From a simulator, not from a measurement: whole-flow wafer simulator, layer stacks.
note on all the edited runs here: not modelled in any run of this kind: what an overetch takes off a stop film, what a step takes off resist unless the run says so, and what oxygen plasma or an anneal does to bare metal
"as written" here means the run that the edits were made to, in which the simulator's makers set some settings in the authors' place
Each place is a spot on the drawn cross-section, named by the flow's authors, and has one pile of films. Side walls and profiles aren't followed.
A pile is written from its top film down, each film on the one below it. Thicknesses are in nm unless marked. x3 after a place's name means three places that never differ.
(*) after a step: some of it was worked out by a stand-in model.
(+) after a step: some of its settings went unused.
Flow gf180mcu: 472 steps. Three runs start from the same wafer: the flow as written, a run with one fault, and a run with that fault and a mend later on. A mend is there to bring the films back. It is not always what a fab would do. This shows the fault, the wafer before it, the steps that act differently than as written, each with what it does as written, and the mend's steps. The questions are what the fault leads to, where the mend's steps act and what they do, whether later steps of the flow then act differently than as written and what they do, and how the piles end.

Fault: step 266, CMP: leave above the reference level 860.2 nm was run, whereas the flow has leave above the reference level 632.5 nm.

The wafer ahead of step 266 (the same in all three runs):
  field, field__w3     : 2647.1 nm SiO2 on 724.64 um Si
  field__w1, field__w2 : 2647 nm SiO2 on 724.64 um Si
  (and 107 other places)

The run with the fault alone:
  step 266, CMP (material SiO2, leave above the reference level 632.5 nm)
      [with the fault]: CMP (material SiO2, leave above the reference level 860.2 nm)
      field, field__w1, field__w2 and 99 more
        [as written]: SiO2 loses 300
        [with the fault]: SiO2 loses 72.3
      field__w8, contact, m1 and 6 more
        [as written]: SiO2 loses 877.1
        [with the fault]: SiO2 loses 649.4
  Later steps of the flow acting differently than as written:
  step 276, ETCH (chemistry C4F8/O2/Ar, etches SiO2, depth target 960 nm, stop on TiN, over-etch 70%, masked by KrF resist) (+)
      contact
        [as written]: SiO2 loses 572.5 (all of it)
        [with the fault]: SiO2 loses 800.2 (all of it)
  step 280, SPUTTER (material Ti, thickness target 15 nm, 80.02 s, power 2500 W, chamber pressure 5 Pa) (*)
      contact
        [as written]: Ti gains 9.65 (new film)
        [with the fault]: Ti gains 8.46 (new film)
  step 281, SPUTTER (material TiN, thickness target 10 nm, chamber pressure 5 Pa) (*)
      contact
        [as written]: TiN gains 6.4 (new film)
        [with the fault]: TiN gains 5.61 (new film)
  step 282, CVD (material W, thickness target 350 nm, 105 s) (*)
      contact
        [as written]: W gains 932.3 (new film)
        [with the fault]: W gains 1162 (new film)
  By the end, the piles at field, field__w1, field__w2 and 109 more depart from the flow's by more than 2% or 0.5 nm, whichever is larger.
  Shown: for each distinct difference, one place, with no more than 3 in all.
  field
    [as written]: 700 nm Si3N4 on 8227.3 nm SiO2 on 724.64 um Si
    [with the fault]: 700 nm Si3N4 on 8455 nm SiO2 on 724.64 um Si
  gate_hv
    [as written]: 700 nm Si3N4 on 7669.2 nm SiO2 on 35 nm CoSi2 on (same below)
    [with the fault]: 700 nm Si3N4 on 7896.9 nm SiO2 on 35 nm CoSi2 on (same below)
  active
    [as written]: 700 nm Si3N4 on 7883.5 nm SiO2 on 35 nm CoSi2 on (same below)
    [with the fault]: 700 nm Si3N4 on 8111.2 nm SiO2 on 35 nm CoSi2 on (same below)

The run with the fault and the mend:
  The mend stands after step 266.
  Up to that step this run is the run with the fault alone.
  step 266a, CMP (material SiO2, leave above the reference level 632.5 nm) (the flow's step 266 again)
      field, field__w1, field__w2 and 108 more
        SiO2 loses 227.7
  Later steps of the flow that are run all act as written at every place that is followed.
  The piles end the same as the flow's at every place that both follow.
